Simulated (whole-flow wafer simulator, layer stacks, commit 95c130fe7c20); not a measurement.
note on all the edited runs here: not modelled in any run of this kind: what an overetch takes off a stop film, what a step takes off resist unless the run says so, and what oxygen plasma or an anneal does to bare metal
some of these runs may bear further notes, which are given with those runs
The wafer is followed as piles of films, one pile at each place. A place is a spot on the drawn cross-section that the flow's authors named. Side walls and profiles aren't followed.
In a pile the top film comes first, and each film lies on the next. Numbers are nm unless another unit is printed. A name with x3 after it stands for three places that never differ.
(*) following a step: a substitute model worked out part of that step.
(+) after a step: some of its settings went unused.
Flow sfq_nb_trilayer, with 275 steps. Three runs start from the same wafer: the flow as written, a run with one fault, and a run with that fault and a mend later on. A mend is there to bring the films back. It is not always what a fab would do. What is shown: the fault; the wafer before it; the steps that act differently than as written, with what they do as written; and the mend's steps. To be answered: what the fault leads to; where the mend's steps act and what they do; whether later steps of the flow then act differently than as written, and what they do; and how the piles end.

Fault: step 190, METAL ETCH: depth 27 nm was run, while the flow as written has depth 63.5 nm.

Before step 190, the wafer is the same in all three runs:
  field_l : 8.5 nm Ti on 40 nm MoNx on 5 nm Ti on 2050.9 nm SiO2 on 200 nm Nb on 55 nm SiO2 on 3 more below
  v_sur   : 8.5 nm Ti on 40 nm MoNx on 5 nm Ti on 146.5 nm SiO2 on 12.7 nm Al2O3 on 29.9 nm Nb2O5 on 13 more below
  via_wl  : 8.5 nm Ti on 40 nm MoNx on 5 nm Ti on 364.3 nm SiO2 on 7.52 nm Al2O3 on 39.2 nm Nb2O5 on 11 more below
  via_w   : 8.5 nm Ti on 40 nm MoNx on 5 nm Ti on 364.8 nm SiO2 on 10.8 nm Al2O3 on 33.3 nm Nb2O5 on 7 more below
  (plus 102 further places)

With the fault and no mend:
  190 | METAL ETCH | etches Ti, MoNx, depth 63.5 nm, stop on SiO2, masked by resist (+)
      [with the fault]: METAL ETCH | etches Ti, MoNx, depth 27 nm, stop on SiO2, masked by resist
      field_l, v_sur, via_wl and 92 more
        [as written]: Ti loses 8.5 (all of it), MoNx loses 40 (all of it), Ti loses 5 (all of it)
        [with the fault]: Ti loses 8.5 (all of it), MoNx loses 18.5
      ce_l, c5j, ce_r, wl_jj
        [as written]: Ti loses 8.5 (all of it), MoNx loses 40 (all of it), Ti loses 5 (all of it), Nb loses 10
        [with the fault]: Ti loses 8.5 (all of it), MoNx loses 18.5
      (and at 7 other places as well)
  Steps later in the flow that act otherwise than as written (not shown: 8 more steps that differ only slightly, by at most 2% or 0.5 nm, whichever is larger):
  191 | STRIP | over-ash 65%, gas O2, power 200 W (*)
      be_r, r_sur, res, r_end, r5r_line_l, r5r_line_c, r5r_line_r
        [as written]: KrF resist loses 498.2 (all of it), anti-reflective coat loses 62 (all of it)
        [with the fault]: KrF resist loses 512.8 (all of it), anti-reflective coat loses 62 (all of it)
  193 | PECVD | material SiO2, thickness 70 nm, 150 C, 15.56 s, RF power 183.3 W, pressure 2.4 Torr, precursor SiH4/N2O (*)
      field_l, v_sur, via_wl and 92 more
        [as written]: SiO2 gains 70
        [with the fault]: SiO2 gains 70 (new film)
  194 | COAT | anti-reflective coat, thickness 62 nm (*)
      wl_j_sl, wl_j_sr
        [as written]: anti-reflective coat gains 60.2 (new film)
        [with the fault]: anti-reflective coat gains 62 (new film)
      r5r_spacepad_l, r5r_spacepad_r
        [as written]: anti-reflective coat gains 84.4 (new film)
        [with the fault]: anti-reflective coat gains 73 (new film)
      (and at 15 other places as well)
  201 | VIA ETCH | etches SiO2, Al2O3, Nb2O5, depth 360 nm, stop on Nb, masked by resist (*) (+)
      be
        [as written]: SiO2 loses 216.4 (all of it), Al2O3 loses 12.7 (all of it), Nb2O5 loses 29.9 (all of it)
        [with the fault]: SiO2 loses 69.8 (all of it), MoNx loses 21.5 (all of it), Ti loses 5 (all of it), SiO2 loses 146.5 (all of it), Al2O3 loses 12.7 (all of it), Nb2O5 loses 29.9 (all of it)
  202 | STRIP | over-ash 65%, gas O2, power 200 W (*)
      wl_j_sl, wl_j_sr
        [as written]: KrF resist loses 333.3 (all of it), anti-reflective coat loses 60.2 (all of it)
        [with the fault]: KrF resist loses 333.3 (all of it), anti-reflective coat loses 62 (all of it)
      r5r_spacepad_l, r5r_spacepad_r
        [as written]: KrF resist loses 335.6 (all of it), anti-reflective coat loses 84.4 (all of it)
        [with the fault]: KrF resist loses 334.5 (all of it), anti-reflective coat loses 73 (all of it)
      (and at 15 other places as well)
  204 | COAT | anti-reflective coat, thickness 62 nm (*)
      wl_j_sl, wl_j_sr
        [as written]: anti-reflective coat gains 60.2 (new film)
        [with the fault]: anti-reflective coat gains 62 (new film)
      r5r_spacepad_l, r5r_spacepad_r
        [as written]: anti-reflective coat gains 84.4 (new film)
        [with the fault]: anti-reflective coat gains 73 (new film)
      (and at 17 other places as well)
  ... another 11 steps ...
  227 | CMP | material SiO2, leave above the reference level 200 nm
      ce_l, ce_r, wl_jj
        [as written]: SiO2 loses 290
        [with the fault]: SiO2 loses 300
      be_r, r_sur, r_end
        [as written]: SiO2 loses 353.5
        [with the fault]: SiO2 loses 327
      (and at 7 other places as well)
  The piles end different from the flow's at field_l, v_sur, via_wl and 103 more by more than 2% or 0.5 nm, whichever is larger.
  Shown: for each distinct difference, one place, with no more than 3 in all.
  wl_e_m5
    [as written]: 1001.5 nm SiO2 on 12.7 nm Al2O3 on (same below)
    [with the fault]: 855 nm SiO2 on 21.5 nm MoNx on 5 nm Ti on 146.5 nm SiO2 on 12.7 nm Al2O3 on (same below)
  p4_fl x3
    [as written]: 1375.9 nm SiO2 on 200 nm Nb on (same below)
    [with the fault]: 855 nm SiO2 on 21.5 nm MoNx on 5 nm Ti on 520.9 nm SiO2 on 200 nm Nb on (same below)
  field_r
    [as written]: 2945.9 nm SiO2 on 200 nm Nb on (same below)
    [with the fault]: 855 nm SiO2 on 21.5 nm MoNx on 5 nm Ti on 2090.9 nm SiO2 on 200 nm Nb on (same below)

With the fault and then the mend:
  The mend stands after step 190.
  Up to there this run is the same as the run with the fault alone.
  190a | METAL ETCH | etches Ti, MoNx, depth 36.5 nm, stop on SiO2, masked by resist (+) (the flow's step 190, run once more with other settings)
      field_l, v_sur, via_wl and 92 more
        MoNx loses 21.5 (all of it), Ti loses 5 (all of it)
      be_r, r_sur, res, r_end, r5r_line_l, r5r_line_c, r5r_line_r
        KrF resist loses 14.6
      ce_l, c5j, ce_r, wl_jj
        MoNx loses 21.5 (all of it), Ti loses 5 (all of it), Nb loses 10
  Later steps of the flow that are run all act as written at every place that is followed.
  At every place that both follow, the piles at the end match the flow's.
